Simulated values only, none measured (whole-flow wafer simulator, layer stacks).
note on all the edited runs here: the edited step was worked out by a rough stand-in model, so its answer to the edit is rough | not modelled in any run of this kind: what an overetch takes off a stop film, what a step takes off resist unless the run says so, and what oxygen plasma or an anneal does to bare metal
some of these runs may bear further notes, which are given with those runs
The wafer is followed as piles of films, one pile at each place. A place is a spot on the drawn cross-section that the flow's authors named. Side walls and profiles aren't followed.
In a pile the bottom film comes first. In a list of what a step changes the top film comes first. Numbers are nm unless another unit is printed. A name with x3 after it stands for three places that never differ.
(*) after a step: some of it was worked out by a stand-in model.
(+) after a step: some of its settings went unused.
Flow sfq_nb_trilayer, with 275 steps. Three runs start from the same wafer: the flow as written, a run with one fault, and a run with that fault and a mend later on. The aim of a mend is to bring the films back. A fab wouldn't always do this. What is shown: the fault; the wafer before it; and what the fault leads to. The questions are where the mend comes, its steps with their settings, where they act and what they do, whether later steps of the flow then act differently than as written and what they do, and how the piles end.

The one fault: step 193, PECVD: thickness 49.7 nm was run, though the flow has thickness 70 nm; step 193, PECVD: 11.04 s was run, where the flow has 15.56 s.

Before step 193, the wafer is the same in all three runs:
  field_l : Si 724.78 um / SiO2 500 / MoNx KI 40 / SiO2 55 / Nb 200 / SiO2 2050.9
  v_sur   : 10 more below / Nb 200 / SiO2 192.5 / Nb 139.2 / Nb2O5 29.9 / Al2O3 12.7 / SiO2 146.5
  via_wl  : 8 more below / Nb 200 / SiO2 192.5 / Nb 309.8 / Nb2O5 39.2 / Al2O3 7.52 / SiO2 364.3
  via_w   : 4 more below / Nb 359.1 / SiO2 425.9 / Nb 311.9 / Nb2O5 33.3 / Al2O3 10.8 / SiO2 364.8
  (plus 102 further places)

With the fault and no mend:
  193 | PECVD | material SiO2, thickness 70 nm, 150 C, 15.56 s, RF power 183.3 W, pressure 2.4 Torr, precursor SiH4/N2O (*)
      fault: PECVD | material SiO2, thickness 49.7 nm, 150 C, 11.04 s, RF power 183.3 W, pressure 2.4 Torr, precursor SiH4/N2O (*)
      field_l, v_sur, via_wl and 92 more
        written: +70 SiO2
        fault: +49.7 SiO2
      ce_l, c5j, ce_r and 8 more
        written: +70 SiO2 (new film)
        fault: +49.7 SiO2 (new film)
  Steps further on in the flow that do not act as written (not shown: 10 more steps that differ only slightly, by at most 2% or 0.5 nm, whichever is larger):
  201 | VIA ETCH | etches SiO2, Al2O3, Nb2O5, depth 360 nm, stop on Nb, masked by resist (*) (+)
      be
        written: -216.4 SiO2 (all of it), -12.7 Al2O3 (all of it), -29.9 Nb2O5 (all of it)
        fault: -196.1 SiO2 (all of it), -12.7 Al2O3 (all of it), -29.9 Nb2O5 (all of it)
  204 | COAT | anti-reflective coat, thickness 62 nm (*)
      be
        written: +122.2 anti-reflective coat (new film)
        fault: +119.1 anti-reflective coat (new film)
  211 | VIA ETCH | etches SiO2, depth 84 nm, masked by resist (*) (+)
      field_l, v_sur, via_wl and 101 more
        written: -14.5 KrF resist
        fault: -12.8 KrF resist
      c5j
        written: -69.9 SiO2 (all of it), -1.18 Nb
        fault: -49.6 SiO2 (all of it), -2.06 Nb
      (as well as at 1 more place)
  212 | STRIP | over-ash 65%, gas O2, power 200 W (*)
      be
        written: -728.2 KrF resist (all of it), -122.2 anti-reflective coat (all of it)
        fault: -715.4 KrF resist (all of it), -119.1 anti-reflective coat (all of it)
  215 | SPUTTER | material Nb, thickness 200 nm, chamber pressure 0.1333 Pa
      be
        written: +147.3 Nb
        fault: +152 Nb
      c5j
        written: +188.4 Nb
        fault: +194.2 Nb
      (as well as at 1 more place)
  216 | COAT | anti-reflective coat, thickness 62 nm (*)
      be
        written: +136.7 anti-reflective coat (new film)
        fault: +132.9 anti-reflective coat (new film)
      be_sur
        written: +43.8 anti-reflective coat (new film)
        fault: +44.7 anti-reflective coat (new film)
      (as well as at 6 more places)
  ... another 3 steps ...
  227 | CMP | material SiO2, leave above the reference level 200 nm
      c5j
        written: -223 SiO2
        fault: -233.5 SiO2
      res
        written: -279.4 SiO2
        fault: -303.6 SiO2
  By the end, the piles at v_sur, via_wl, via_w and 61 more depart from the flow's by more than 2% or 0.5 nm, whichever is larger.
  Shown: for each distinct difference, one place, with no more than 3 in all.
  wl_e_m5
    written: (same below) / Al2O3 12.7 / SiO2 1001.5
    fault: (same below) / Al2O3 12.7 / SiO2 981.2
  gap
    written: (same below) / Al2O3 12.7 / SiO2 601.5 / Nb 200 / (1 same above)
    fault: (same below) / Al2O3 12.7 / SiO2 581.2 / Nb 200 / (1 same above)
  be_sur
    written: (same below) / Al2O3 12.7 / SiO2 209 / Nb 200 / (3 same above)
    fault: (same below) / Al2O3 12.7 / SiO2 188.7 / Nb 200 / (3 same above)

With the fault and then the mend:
  The mend follows step 193.
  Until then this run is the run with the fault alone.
  193a | PECVD | material SiO2, thickness 20.3 nm, 150 C, 4.511 s, RF power 183.3 W, pressure 2.4 Torr, precursor SiH4/N2O (*) (the flow's step 193, run once more with other settings)
      field_l, v_sur, via_wl and 103 more
        +20.3 SiO2
  Later steps of the flow that are run all act as written at every place that is followed, up to a difference of at most 2% or 0.5 nm, whichever is larger.
  By the end, the piles equal the flow's at every place that both follow.
